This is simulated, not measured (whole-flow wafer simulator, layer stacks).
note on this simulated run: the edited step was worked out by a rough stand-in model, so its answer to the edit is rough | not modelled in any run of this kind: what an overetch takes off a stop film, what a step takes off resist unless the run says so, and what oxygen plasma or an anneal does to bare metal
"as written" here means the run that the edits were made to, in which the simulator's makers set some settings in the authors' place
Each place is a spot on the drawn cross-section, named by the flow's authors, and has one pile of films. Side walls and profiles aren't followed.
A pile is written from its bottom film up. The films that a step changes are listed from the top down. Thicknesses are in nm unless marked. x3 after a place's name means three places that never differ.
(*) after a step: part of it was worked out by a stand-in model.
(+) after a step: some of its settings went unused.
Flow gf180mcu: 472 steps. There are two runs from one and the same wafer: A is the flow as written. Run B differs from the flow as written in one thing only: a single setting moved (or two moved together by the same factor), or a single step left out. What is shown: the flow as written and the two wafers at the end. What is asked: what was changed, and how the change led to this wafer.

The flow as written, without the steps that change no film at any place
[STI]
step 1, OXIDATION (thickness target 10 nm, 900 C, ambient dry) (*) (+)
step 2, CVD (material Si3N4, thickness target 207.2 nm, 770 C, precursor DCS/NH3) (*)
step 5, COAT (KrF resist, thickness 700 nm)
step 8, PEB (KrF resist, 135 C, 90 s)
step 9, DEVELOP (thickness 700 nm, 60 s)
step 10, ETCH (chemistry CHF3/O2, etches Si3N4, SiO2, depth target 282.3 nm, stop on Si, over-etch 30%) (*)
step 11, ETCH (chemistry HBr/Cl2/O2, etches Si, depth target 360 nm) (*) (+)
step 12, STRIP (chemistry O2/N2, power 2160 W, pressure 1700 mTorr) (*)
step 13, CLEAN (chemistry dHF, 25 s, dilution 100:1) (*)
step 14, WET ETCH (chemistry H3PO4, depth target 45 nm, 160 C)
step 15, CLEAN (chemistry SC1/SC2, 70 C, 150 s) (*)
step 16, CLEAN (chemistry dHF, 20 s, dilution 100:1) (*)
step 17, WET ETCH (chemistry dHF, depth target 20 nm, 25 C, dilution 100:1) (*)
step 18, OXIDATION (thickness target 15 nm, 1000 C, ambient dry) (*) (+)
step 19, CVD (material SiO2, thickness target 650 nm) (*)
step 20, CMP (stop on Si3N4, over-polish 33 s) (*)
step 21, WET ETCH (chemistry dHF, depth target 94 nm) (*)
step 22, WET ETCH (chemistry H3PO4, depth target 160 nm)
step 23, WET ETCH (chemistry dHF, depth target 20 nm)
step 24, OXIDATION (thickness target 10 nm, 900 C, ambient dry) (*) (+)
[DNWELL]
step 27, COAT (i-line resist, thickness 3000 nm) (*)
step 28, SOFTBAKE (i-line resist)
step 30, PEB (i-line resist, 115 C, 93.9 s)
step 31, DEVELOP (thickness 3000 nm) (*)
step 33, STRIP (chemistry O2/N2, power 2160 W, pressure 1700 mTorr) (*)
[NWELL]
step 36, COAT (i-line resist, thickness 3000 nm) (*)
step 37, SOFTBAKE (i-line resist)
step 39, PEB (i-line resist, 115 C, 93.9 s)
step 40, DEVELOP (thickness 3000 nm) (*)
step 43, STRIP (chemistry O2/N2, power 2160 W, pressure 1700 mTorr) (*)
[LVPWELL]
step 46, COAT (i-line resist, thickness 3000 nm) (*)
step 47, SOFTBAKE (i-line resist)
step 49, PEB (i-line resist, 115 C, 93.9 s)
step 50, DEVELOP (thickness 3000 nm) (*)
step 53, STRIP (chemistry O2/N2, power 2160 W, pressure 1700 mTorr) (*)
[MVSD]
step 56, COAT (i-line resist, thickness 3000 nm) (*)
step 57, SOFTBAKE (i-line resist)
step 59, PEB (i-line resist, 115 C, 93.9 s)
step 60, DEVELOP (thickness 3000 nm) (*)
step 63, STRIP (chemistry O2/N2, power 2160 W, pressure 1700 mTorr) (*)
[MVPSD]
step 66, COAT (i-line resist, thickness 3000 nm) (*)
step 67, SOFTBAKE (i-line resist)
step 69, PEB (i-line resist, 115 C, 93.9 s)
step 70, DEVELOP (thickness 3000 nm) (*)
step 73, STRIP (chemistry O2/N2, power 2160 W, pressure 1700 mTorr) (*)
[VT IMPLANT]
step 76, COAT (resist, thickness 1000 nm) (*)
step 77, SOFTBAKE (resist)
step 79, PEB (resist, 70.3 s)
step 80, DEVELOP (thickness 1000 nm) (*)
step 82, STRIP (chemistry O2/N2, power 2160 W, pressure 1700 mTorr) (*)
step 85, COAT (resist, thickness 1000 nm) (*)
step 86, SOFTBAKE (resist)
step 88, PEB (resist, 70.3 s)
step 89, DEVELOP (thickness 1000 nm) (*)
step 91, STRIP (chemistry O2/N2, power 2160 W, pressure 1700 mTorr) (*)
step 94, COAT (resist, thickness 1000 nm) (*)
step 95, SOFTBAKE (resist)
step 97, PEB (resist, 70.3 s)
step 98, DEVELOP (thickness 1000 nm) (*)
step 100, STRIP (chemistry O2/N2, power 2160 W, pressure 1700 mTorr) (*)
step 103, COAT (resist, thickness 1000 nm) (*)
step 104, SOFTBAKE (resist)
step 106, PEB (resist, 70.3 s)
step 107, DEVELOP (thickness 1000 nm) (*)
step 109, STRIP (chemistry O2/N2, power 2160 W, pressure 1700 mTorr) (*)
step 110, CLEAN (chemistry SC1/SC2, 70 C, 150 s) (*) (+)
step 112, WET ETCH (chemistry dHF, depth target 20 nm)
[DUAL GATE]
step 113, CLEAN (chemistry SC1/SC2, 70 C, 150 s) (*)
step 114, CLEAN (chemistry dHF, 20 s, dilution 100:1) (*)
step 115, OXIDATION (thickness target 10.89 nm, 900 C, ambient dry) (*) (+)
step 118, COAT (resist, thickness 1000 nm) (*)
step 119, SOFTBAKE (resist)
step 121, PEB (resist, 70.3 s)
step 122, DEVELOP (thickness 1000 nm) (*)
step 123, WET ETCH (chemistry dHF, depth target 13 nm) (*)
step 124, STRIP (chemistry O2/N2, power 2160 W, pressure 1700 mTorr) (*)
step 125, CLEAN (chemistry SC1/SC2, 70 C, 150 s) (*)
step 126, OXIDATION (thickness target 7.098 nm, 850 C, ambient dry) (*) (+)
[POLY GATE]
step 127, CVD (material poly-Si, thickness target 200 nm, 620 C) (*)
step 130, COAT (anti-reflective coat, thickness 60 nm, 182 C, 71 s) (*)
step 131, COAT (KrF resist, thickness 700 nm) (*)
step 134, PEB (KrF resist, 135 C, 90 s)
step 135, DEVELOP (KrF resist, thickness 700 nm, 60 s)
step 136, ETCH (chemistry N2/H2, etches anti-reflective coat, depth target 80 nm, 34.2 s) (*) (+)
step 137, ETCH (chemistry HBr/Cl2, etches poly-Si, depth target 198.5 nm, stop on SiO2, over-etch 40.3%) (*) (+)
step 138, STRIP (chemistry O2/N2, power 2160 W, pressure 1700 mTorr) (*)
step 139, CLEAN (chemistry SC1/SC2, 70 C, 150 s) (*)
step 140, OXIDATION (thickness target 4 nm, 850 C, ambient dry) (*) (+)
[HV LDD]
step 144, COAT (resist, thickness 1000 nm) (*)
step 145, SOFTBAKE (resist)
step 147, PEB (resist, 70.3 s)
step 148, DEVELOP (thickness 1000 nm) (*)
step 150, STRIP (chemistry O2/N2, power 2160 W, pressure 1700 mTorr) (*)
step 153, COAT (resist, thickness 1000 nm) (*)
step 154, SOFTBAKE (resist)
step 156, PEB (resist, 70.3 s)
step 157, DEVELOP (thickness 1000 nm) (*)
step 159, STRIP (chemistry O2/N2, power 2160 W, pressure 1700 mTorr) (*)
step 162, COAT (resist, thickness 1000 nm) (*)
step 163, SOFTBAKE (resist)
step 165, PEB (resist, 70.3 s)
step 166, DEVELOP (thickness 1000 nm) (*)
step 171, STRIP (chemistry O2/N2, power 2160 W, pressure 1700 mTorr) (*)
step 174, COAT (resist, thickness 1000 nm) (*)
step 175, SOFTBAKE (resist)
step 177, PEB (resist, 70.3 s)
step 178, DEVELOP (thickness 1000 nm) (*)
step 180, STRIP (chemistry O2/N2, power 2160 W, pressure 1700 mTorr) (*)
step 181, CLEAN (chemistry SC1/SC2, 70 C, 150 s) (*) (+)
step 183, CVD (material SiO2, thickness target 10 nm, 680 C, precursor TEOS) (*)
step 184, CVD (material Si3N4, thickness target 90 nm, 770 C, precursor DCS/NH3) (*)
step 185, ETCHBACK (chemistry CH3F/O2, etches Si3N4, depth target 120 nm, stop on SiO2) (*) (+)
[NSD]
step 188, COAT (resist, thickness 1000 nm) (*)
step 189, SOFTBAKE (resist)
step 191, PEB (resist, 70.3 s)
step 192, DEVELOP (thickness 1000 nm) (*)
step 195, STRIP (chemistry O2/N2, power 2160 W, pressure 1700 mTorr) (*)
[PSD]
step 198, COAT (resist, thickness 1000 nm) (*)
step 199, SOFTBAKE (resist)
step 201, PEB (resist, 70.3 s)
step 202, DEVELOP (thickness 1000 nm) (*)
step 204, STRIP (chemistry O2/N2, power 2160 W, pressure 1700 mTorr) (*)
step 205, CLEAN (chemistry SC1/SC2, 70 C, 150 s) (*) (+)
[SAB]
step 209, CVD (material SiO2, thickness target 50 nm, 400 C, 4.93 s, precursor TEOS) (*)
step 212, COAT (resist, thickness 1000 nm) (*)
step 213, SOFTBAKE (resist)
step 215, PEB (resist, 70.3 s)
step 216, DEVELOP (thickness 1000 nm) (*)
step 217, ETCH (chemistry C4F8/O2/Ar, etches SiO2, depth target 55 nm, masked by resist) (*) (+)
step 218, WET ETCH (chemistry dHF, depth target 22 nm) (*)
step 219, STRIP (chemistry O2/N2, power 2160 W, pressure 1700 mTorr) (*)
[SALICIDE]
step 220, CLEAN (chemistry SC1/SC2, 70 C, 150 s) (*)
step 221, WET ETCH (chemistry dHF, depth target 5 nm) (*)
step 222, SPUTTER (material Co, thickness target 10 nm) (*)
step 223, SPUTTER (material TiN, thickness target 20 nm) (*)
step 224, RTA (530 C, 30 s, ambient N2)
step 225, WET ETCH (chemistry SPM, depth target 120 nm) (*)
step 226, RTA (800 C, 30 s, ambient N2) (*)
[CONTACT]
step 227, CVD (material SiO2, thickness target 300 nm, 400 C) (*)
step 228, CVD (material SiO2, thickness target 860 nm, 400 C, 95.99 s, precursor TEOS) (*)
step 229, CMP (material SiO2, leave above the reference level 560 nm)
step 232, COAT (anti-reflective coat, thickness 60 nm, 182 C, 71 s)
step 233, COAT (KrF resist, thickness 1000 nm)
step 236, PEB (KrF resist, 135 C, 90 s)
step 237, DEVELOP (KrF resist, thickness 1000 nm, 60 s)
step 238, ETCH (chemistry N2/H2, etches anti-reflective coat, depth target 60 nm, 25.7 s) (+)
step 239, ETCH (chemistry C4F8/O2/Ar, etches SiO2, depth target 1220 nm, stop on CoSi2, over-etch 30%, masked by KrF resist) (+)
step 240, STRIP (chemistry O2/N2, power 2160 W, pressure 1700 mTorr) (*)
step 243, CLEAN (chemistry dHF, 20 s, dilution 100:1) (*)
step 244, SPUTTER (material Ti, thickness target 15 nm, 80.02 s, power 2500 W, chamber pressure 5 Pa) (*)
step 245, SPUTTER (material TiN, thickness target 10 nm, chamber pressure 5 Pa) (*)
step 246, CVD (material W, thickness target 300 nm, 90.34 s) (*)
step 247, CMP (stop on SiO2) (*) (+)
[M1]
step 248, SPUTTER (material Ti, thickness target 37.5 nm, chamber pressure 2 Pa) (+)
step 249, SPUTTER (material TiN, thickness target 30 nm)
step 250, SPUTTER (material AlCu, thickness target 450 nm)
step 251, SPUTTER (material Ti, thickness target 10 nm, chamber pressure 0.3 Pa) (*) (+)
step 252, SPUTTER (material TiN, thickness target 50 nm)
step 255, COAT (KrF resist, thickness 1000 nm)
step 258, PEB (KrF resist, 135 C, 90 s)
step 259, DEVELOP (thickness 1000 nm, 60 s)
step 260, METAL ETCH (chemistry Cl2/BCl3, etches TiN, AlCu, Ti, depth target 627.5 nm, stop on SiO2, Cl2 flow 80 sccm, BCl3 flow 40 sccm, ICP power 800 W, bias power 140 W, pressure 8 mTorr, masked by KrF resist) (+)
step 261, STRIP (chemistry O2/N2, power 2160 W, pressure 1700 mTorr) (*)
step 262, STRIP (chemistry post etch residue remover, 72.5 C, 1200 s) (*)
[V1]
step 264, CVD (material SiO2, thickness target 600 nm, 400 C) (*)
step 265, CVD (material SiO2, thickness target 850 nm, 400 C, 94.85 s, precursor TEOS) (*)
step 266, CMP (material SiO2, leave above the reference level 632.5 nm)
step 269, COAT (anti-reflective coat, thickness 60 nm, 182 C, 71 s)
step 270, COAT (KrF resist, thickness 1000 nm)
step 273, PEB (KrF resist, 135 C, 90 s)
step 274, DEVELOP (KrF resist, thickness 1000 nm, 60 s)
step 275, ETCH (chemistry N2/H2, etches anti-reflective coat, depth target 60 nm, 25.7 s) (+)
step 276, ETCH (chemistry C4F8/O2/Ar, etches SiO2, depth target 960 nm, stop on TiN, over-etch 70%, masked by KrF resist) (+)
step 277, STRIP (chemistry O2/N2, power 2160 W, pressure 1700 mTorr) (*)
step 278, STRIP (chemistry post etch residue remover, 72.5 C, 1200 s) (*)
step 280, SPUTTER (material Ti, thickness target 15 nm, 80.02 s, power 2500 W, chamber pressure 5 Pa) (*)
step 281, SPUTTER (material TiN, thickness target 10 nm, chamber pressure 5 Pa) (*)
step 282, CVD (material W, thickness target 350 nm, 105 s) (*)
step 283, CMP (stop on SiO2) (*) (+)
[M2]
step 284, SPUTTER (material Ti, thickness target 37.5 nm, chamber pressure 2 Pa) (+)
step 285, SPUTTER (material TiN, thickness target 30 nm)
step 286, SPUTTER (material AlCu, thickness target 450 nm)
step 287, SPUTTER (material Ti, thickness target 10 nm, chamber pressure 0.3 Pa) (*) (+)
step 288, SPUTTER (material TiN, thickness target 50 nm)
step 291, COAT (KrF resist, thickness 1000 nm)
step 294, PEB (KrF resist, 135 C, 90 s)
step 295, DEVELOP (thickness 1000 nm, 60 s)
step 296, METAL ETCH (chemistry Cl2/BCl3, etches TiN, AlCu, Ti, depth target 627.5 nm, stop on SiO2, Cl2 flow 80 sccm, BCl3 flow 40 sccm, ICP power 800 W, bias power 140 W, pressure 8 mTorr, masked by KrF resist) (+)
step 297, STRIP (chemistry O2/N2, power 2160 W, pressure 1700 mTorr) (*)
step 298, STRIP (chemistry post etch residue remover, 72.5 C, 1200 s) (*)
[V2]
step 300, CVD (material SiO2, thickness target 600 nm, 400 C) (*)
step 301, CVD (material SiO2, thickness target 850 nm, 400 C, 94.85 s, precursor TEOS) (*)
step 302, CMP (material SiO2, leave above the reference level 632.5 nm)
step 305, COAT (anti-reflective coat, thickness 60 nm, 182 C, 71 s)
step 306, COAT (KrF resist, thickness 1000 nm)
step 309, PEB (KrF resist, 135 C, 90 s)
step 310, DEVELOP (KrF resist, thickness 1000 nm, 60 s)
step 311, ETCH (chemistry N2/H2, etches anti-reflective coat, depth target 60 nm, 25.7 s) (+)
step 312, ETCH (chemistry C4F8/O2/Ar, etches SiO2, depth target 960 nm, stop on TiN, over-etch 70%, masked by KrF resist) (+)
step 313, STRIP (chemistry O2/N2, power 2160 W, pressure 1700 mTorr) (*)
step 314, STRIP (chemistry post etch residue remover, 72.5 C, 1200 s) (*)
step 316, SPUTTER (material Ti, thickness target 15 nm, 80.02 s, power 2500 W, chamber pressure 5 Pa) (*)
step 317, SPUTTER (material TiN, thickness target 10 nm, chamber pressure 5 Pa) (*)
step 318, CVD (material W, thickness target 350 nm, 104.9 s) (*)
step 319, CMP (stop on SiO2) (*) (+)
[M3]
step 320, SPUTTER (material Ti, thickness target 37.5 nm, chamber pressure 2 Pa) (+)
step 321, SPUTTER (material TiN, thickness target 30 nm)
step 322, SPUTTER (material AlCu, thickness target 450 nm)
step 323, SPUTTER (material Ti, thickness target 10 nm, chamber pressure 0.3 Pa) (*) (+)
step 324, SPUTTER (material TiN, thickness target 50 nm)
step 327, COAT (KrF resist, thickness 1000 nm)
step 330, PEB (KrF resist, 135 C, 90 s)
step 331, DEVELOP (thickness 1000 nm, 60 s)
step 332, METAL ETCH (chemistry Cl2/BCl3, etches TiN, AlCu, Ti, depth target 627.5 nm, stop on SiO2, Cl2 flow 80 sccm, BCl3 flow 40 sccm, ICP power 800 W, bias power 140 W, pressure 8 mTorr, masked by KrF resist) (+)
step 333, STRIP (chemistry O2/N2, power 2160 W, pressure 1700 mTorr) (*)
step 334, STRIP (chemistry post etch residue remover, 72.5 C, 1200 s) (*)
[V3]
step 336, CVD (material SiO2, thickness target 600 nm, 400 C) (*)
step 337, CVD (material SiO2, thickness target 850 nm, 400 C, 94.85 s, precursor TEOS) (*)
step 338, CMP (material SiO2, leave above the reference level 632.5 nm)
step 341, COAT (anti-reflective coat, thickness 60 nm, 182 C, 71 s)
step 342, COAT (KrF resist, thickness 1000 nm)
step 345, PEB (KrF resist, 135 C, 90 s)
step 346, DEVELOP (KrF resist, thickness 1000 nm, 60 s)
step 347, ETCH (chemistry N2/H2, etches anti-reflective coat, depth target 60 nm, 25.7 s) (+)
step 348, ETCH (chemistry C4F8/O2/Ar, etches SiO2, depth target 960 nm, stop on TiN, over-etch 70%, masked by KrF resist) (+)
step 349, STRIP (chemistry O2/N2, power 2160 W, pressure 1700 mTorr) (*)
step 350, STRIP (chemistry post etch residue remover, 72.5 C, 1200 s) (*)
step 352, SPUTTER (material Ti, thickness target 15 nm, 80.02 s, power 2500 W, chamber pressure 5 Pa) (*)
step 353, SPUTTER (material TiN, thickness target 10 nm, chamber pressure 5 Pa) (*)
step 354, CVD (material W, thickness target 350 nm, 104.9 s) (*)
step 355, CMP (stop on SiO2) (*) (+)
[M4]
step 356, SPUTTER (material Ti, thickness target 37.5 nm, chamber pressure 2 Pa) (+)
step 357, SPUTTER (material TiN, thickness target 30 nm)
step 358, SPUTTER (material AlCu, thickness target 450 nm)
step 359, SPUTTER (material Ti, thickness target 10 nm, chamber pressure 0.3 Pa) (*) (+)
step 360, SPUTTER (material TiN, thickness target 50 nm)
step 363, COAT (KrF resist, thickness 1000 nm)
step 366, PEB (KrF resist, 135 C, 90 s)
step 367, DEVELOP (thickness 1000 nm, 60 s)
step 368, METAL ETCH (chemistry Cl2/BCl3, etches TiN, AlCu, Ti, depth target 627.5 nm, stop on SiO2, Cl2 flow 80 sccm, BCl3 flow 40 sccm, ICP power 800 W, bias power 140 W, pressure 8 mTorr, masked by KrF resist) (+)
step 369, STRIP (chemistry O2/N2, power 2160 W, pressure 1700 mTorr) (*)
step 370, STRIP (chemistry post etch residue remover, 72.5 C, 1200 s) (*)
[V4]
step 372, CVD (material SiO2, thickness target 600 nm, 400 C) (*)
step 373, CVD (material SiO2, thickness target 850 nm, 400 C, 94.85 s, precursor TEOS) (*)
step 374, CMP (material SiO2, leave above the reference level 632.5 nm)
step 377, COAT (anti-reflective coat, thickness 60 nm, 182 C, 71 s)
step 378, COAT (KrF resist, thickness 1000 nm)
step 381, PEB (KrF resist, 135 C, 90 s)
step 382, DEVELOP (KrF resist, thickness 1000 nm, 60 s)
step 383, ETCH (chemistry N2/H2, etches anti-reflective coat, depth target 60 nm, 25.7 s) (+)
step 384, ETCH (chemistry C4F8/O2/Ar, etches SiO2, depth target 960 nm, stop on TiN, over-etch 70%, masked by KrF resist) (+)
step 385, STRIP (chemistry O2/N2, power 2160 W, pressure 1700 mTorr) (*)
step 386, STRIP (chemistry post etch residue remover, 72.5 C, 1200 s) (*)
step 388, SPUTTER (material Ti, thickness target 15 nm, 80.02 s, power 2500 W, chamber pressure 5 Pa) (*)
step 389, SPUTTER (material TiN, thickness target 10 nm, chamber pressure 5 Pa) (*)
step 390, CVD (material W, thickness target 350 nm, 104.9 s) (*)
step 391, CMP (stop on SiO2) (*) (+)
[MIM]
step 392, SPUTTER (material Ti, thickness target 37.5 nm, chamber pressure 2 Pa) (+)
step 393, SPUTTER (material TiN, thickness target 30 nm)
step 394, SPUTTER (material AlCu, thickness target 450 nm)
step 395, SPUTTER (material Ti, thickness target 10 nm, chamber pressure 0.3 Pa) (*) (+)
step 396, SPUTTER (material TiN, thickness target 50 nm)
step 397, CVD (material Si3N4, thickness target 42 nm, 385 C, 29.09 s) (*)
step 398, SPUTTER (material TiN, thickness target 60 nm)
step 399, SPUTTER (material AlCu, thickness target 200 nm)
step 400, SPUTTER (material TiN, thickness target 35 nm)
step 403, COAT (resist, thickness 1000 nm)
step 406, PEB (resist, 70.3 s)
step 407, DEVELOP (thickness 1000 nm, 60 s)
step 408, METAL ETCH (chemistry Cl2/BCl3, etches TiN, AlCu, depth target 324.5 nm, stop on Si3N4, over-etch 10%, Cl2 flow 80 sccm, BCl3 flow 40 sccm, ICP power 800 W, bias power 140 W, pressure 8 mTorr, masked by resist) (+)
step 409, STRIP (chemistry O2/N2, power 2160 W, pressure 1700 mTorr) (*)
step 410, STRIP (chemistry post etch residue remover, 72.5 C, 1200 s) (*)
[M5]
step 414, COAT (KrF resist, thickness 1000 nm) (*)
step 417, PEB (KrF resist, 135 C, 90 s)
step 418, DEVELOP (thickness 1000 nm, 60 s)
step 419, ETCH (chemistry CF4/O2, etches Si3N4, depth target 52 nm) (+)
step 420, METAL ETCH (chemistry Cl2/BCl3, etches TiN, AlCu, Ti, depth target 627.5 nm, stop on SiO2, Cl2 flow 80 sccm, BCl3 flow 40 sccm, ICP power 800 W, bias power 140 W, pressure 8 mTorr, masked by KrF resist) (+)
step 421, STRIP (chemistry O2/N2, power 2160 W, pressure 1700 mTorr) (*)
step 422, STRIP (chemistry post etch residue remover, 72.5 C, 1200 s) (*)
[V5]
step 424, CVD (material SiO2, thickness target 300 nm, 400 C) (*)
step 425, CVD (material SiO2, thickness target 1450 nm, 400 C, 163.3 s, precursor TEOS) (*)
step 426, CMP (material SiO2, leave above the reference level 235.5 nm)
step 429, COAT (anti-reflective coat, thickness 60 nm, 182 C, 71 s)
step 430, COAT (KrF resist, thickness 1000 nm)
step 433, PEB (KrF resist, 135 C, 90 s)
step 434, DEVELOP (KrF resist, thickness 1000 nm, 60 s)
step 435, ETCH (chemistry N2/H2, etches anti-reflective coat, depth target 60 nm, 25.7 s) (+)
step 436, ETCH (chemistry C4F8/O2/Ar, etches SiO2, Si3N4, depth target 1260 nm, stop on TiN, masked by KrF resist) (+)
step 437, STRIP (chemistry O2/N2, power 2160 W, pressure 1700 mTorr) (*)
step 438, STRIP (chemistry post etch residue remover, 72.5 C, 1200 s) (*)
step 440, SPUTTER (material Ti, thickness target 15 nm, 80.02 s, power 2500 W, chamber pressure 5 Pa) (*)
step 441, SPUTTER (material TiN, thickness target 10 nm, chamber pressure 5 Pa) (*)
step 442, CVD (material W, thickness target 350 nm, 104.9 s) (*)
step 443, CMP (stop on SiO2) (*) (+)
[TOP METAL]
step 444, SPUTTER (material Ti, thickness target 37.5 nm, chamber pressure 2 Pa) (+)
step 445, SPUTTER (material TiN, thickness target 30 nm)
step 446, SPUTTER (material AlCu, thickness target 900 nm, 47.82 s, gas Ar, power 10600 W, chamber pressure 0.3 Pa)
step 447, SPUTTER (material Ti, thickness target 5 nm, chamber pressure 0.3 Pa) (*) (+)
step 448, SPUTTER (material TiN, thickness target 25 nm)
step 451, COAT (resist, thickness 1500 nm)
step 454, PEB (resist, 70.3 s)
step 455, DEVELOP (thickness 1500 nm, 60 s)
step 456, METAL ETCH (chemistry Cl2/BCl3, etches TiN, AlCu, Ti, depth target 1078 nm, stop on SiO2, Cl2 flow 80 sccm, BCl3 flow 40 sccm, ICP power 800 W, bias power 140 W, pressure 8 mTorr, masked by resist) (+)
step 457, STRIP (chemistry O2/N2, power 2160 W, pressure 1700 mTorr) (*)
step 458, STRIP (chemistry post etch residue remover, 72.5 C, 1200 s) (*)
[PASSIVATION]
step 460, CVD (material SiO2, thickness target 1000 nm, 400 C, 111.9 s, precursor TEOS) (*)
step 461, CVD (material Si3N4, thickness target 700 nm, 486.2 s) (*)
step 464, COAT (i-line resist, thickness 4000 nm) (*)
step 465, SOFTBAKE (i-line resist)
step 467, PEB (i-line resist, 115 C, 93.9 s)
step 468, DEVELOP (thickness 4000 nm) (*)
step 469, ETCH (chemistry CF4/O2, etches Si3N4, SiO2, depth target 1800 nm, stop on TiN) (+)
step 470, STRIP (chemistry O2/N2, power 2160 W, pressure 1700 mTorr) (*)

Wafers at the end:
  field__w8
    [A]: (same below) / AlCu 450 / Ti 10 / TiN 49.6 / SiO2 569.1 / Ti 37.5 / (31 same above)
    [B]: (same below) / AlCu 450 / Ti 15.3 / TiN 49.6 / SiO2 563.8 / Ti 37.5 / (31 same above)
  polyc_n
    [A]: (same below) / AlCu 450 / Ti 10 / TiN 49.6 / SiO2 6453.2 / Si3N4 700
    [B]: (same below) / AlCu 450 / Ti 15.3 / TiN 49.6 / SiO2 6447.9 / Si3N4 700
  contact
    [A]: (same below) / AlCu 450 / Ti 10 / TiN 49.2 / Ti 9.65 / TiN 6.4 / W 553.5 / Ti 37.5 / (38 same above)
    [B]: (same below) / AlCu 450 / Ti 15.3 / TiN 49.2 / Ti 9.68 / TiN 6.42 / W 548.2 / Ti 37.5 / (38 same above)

The reason: step 251, SPUTTER: thickness target 15.3 nm was run, whereas the flow has thickness target 10 nm.
The wafer lets one read it off: field__w8 has Ti 15.3, and step 251 as written asks for 10 nm.

How this came from the change, step by step:
  step 251, SPUTTER (material Ti, thickness target 10 nm, chamber pressure 0.3 Pa) (*) (+)
      field, field__w1, field__w2 and 108 more: A Ti gains 10 (new film) | B Ti gains 15.3 (new film)
  step 260, METAL ETCH (chemistry Cl2/BCl3, etches TiN, AlCu, Ti, depth target 627.5 nm, stop on SiO2, Cl2 flow 80 sccm, BCl3 flow 40 sccm, ICP power 800 W, bias power 140 W, pressure 8 mTorr, masked by KrF resist) (+)
      field, field__w1, field__w2 and 99 more: A TiN loses 50 (all of it), Ti loses 10 (all of it), AlCu loses 450 (all of it), TiN loses 30 (all of it), Ti loses 37.5 (all of it) | B TiN loses 50 (all of it), Ti loses 15.3 (all of it), AlCu loses 450 (all of it), TiN loses 30 (all of it), Ti loses 37.5 (all of it)
